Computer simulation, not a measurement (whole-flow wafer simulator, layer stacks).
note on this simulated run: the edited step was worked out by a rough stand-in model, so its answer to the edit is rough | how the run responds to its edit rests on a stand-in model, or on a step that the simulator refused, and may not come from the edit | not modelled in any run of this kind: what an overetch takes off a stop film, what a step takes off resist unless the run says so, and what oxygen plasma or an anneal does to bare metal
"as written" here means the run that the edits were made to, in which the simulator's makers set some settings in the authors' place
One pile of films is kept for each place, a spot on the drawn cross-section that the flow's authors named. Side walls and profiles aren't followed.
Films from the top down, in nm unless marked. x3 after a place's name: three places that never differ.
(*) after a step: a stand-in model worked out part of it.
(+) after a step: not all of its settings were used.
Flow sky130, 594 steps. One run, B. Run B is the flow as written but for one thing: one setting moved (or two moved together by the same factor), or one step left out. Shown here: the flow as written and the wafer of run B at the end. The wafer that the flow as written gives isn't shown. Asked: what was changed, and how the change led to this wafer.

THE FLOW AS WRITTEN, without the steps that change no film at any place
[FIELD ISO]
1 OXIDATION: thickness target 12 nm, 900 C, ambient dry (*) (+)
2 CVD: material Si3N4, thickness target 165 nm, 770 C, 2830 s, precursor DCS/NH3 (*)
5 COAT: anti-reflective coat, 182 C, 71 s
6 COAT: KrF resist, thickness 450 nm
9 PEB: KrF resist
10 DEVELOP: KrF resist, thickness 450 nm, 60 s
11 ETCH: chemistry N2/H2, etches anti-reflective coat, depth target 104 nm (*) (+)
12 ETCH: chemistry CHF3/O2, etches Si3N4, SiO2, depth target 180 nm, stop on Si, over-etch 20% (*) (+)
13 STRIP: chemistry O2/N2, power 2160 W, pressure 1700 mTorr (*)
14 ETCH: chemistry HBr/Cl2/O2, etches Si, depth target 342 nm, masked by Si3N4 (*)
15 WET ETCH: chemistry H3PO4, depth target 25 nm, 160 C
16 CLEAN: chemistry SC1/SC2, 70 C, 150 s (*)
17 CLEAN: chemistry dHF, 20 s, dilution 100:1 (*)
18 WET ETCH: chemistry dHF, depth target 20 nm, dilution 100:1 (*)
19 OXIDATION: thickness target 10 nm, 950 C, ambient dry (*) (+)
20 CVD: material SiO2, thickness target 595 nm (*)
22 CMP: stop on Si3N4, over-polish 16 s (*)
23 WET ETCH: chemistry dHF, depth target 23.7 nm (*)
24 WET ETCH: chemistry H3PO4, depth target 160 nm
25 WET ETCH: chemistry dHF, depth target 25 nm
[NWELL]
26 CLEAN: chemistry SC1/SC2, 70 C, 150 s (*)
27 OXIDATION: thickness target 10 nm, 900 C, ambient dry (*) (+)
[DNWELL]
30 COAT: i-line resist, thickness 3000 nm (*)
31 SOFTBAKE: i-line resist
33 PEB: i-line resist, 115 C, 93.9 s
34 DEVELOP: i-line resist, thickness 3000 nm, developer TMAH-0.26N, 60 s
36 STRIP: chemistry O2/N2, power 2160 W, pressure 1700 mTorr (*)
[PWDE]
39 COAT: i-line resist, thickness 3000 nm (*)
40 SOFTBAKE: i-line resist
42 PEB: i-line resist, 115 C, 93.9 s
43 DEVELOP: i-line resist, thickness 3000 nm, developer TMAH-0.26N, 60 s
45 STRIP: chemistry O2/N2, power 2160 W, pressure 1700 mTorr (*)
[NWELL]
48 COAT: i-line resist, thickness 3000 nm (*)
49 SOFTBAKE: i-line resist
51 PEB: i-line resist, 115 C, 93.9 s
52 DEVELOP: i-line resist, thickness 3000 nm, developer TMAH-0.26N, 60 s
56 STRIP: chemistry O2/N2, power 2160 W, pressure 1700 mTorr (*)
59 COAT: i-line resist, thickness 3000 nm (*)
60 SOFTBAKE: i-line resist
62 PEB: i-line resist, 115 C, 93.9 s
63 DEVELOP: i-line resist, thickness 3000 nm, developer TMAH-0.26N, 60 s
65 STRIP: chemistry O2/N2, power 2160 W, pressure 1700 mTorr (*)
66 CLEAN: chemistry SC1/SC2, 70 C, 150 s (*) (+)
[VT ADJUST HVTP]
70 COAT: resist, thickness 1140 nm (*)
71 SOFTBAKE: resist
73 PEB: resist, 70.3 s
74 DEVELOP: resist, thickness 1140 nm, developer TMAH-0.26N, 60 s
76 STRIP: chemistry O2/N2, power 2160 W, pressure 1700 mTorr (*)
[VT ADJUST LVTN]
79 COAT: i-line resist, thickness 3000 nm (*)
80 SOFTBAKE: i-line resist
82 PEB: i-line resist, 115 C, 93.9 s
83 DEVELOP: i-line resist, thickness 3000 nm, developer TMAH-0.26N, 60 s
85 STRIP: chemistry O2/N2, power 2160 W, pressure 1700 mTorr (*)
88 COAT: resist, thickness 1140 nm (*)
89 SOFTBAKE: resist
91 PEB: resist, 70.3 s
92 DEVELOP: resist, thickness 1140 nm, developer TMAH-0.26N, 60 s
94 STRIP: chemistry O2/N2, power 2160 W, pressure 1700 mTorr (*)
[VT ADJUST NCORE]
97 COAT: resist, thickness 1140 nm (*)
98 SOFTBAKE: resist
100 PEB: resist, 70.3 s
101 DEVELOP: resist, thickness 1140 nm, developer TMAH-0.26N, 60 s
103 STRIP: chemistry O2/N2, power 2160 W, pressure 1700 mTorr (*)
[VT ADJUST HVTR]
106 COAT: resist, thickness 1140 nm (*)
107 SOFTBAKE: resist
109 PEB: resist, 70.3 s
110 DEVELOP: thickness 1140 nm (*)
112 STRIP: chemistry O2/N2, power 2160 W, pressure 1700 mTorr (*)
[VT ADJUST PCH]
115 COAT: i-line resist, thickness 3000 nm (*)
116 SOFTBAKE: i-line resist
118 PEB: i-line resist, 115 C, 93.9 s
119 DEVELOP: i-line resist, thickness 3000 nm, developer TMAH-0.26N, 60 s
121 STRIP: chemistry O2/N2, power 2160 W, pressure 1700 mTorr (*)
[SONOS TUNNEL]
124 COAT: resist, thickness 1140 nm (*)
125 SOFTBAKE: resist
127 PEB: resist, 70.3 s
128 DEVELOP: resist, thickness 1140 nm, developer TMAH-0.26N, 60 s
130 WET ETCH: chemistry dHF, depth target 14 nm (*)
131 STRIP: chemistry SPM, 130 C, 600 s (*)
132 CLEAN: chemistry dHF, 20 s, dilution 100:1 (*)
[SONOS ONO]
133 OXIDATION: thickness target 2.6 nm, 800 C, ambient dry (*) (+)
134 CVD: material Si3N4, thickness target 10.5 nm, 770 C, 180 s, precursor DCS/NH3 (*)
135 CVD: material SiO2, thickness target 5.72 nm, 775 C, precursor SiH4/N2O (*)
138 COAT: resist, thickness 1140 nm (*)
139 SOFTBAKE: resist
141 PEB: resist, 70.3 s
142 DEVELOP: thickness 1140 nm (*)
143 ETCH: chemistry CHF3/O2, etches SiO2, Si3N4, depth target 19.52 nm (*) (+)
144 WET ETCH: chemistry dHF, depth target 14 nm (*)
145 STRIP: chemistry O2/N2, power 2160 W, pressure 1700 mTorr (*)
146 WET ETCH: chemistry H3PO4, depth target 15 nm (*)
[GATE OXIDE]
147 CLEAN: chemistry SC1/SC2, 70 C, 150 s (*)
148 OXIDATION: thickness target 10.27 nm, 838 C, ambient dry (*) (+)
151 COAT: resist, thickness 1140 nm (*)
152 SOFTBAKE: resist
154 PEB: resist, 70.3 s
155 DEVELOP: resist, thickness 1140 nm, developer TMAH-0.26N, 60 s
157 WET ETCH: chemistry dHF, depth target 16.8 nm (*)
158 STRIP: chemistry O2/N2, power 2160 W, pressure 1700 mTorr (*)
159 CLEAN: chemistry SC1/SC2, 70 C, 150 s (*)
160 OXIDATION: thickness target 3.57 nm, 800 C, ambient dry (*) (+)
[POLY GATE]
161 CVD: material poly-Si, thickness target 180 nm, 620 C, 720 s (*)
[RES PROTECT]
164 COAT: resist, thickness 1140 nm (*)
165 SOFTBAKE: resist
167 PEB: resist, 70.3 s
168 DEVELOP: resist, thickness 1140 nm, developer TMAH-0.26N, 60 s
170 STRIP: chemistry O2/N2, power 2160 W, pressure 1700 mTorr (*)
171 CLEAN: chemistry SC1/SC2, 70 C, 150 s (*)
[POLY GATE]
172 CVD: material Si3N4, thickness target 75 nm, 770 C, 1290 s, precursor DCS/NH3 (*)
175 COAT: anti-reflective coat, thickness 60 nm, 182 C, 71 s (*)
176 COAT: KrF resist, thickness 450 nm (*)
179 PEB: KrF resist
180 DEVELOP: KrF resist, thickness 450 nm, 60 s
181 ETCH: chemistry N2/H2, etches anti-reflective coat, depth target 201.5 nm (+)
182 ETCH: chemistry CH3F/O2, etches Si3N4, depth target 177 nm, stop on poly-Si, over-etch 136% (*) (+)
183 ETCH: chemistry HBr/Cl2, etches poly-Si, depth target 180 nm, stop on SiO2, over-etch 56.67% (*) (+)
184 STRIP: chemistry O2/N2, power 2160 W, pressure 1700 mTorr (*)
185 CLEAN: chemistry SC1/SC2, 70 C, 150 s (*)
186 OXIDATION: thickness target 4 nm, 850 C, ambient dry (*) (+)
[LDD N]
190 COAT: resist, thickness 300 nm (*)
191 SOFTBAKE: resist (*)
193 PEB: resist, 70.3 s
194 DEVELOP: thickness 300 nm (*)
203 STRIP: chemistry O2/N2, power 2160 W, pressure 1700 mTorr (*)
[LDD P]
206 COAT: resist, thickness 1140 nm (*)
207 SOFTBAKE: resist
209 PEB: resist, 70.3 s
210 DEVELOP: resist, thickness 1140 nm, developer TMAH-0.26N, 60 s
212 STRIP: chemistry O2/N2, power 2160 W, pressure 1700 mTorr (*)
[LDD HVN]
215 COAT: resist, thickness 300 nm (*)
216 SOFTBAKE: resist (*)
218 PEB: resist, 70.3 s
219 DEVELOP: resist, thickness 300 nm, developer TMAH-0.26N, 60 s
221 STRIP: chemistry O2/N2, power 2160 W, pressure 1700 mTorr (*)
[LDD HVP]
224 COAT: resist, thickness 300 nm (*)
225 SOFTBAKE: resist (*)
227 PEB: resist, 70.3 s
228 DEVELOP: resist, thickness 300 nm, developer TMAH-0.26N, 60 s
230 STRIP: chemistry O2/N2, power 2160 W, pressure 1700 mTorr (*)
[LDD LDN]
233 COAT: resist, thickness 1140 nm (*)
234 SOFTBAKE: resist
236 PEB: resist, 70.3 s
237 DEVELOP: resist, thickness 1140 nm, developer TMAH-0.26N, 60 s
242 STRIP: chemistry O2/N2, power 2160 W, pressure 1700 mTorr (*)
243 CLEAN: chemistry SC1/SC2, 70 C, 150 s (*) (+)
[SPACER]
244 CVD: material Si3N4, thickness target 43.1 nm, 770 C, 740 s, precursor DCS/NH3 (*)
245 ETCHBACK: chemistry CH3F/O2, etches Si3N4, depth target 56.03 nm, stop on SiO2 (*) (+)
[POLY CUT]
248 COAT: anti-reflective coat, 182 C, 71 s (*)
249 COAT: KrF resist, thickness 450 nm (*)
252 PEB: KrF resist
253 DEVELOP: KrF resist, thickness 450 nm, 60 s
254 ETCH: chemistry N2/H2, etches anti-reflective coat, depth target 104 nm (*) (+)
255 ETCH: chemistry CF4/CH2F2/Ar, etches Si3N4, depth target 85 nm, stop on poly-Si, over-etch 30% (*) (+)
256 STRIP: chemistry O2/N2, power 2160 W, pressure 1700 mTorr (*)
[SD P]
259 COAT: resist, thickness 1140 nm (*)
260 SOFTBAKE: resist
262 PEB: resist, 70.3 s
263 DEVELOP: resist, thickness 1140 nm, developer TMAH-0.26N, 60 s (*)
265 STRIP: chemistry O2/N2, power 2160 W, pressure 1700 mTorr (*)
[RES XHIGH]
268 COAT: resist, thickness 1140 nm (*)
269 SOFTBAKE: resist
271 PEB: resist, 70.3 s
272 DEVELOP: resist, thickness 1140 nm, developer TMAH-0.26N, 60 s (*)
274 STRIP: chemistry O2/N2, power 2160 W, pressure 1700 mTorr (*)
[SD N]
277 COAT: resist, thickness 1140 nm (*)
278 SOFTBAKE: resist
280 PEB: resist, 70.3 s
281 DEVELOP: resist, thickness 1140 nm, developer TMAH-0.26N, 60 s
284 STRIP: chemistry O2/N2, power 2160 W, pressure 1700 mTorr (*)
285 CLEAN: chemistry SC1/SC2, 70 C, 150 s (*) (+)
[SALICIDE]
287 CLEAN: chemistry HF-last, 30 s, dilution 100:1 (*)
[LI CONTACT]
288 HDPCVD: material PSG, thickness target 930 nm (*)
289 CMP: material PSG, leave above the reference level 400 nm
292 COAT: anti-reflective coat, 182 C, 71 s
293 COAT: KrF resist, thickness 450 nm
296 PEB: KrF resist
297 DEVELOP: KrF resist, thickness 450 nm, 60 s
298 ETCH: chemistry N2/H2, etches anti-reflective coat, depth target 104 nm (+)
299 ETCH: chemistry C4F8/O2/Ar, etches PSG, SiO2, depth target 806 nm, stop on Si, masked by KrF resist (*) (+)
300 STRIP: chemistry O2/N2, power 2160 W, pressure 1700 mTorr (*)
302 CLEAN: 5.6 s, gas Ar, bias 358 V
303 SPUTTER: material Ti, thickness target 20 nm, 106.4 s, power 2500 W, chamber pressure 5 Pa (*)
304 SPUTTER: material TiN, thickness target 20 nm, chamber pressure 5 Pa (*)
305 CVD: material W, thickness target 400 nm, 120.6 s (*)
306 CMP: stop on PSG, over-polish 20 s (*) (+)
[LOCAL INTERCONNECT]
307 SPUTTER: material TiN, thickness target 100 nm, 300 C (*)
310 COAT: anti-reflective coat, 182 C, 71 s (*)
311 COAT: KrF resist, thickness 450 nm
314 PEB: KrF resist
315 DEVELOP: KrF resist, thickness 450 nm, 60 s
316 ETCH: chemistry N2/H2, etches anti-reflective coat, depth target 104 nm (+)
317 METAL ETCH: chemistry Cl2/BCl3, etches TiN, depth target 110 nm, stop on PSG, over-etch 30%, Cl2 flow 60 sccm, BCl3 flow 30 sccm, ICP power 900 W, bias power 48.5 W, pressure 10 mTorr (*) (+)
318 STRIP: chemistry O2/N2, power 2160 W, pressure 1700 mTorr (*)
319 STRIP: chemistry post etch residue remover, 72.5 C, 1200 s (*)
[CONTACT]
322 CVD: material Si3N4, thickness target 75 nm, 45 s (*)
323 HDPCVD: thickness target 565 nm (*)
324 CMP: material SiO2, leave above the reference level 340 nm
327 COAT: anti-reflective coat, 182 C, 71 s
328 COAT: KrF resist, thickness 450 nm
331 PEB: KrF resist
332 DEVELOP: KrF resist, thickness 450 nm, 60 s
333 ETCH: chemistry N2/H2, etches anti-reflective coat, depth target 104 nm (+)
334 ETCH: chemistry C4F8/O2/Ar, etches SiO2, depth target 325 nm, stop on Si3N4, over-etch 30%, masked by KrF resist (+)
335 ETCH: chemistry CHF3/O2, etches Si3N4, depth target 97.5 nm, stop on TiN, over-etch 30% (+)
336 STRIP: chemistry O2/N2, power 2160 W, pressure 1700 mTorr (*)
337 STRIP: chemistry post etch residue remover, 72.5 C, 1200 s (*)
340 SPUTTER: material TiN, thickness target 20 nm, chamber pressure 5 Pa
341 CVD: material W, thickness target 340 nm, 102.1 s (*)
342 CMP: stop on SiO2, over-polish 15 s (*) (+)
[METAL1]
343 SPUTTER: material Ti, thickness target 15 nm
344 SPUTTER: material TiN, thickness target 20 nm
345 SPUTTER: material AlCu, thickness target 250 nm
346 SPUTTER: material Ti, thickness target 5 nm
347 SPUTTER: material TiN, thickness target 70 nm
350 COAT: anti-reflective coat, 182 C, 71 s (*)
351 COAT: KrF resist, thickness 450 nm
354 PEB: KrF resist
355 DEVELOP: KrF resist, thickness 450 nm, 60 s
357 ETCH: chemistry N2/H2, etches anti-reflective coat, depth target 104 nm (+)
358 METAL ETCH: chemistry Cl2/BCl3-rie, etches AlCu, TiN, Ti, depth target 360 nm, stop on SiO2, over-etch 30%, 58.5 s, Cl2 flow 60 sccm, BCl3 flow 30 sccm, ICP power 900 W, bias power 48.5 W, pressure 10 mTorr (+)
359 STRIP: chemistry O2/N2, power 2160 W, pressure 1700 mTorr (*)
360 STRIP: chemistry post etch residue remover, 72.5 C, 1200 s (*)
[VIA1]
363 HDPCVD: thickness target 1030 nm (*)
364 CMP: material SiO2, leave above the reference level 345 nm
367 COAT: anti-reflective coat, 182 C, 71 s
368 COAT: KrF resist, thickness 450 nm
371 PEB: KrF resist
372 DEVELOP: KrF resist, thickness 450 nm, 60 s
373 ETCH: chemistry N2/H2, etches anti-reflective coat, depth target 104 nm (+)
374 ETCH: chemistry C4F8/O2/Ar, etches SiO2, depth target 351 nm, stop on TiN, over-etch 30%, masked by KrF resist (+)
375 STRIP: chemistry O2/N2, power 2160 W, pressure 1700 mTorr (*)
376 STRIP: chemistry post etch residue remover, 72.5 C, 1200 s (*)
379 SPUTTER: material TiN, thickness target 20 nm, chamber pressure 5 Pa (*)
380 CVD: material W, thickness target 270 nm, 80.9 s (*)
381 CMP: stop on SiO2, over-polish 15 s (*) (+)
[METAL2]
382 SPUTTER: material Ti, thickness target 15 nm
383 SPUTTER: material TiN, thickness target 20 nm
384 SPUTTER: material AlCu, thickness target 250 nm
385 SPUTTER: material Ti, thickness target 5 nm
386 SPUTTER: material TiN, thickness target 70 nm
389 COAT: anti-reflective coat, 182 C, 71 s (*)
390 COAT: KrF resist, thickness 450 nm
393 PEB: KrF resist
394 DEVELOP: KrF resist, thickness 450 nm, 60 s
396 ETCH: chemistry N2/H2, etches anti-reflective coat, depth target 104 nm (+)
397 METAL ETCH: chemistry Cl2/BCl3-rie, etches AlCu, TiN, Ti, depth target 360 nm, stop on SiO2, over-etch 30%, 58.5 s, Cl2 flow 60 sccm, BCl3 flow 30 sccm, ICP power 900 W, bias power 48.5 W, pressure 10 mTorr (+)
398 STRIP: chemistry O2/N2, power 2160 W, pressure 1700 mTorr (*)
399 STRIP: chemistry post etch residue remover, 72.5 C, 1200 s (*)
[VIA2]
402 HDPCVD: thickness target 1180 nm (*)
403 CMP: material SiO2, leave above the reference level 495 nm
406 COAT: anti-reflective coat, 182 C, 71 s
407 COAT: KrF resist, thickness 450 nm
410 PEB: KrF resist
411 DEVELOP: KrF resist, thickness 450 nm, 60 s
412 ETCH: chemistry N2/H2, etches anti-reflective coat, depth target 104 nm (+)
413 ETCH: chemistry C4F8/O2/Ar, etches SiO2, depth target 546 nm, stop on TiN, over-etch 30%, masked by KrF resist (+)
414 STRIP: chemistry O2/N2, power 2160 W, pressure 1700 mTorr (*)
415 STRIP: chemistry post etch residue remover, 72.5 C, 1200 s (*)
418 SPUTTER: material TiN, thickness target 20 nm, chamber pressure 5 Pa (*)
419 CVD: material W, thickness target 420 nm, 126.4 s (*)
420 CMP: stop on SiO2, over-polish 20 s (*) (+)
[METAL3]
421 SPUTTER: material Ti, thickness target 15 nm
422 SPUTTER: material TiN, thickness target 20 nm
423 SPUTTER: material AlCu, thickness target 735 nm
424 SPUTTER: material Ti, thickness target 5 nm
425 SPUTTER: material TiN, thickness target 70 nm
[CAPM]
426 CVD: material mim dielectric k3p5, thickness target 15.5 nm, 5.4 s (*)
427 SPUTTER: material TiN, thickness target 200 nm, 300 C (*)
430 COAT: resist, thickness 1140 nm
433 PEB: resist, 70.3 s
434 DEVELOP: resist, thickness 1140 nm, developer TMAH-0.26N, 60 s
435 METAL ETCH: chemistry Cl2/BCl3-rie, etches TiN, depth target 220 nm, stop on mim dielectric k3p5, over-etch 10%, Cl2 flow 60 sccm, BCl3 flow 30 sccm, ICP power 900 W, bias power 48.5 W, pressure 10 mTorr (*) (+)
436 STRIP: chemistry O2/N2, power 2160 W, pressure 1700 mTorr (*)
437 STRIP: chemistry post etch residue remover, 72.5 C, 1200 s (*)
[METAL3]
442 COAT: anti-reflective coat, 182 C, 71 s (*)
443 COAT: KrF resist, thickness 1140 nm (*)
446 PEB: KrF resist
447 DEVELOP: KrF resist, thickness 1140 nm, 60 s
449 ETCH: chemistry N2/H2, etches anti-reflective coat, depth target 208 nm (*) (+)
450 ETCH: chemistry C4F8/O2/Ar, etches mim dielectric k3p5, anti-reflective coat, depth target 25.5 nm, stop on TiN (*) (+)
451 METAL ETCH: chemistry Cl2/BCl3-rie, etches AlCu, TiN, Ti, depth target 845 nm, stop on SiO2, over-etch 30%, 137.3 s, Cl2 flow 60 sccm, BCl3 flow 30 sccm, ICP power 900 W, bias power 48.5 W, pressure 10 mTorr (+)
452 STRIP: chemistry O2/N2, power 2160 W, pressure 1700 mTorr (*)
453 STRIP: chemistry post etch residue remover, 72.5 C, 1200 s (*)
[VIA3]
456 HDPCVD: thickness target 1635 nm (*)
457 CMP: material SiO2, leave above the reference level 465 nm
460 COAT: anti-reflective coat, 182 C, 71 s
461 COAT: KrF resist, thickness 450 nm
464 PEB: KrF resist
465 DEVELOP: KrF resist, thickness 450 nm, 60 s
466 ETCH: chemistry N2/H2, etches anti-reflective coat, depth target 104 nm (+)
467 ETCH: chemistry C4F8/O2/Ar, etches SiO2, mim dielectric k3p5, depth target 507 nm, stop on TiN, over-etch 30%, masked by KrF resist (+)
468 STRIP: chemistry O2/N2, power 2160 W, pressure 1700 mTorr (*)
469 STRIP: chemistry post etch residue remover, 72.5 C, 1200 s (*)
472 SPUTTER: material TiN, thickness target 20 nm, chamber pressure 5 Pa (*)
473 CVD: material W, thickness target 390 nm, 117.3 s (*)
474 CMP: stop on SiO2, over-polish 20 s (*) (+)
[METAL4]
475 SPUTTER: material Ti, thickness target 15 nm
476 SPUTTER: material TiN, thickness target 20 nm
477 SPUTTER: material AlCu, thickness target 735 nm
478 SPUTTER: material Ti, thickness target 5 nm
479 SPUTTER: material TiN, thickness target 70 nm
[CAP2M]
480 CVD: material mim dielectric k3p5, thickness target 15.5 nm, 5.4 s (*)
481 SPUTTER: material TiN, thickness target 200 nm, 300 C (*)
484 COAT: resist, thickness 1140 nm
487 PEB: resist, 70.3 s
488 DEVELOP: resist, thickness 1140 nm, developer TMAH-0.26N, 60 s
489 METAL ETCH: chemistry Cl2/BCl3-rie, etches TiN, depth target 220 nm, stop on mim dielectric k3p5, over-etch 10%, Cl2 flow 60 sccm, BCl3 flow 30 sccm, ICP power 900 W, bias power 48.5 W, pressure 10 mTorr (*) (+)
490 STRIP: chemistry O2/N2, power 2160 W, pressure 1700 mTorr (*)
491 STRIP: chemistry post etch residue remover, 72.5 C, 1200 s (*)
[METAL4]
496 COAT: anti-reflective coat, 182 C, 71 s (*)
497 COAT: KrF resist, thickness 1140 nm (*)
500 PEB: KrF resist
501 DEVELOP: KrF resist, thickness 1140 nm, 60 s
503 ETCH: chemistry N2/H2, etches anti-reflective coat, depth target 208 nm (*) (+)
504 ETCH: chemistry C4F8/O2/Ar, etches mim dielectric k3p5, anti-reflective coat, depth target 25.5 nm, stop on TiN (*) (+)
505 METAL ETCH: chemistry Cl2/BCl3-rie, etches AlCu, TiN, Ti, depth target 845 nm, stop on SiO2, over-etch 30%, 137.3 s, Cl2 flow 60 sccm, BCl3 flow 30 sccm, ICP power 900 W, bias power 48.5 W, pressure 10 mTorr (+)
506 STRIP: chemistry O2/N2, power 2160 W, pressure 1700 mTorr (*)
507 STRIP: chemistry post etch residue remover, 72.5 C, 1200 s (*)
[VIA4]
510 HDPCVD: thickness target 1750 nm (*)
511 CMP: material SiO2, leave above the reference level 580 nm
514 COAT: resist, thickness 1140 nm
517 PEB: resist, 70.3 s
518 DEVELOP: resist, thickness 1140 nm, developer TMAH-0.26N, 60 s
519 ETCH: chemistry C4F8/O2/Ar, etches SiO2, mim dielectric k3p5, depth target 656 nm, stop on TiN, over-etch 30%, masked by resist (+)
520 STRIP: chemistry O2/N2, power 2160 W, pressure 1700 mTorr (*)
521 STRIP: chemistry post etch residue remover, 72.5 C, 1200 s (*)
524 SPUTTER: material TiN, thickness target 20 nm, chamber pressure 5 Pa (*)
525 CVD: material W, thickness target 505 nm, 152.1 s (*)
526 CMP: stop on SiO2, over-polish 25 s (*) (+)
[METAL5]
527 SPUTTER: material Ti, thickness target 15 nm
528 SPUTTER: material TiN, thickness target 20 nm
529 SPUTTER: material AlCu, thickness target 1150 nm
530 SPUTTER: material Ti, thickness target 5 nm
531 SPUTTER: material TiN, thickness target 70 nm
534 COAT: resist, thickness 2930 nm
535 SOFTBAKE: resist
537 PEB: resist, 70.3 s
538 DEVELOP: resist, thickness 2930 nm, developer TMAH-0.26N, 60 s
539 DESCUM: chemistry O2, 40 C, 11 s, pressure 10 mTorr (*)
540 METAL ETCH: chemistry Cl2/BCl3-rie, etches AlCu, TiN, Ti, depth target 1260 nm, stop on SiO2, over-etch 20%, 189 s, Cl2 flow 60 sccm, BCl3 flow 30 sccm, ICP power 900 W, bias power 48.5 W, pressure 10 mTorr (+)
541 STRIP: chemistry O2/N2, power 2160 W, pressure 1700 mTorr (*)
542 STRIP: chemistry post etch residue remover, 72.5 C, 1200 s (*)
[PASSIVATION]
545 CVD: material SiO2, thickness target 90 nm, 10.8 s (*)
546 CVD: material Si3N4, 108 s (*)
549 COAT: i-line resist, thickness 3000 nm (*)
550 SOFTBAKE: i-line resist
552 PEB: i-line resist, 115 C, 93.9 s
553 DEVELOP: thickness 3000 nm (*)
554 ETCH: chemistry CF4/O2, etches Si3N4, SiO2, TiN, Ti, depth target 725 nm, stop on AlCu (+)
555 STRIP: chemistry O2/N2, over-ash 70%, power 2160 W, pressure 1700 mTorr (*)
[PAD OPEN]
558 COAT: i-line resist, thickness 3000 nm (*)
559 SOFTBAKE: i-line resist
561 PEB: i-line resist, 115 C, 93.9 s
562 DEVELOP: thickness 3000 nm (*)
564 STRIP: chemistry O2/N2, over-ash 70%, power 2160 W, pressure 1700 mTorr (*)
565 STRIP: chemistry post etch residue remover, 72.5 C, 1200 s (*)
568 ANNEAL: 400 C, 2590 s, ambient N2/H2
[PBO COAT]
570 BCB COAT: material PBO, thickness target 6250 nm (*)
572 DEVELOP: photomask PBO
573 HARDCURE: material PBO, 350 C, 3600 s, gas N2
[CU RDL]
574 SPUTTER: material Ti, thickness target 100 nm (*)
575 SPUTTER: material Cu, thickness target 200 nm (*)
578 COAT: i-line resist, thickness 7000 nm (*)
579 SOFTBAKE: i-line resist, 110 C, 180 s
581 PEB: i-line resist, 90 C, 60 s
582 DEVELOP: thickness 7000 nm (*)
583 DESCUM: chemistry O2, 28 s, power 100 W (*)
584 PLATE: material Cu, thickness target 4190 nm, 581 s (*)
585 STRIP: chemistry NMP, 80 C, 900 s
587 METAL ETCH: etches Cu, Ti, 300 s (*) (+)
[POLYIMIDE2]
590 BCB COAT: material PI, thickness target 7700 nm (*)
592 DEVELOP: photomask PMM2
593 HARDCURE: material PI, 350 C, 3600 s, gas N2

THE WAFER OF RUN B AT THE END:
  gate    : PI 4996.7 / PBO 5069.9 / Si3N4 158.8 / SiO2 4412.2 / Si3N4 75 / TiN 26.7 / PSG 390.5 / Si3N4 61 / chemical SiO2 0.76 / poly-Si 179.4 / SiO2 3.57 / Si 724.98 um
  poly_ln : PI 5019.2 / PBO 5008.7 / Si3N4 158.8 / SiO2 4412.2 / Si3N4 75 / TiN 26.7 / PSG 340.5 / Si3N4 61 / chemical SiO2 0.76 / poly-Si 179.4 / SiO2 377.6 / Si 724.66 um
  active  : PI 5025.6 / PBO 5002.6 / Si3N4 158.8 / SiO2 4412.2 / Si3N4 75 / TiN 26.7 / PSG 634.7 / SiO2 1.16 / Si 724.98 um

The cause: step 317, METAL ETCH: depth target 71.5 nm was run, where the flow has depth target 110 nm.

How the change led to this, step by step:
  317 METAL ETCH: chemistry Cl2/BCl3, etches TiN, depth target 110 nm, stop on PSG, over-etch 30%, Cl2 flow 60 sccm, BCl3 flow 30 sccm, ICP power 900 W, bias power 48.5 W, pressure 10 mTorr (*) (+)
      field, active, gate and 88 more: TiN -71.5 (as written it would be: TiN -98.7 (all of it))
      n_well, p_well, gate_hv and 97 more: KrF resist -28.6 (as written it would be: KrF resist -44)
  318 STRIP: chemistry O2/N2, power 2160 W, pressure 1700 mTorr (*)
      n_well, p_well, gate_hv and 93 more: KrF resist -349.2 (all of it), anti-reflective coat -80 (all of it) (as written it would be: KrF resist -333.8 (all of it), anti-reflective coat -80 (all of it))
      poly_licon, ndiff_licon, ndiff_licon_cpp, rpo_hd_licon: KrF resist -349.3 (all of it), anti-reflective coat -80.5 (all of it) (as written it would be: KrF resist -333.9 (all of it), anti-reflective coat -80.5 (all of it))
  324 CMP: material SiO2, leave above the reference level 340 nm
      field, active, gate and 88 more: SiO2 -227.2 (as written it would be: SiO2 -200.4)
Counting metal films that touch as one body, gate has 1 body; the flow as written gives 0 bodies.
Counting metal films that touch as one body, poly_ln has 1 body; the flow as written gives 0 bodies.
Counting metal films that touch as one body, active has 1 body; the flow as written gives 0 bodies.
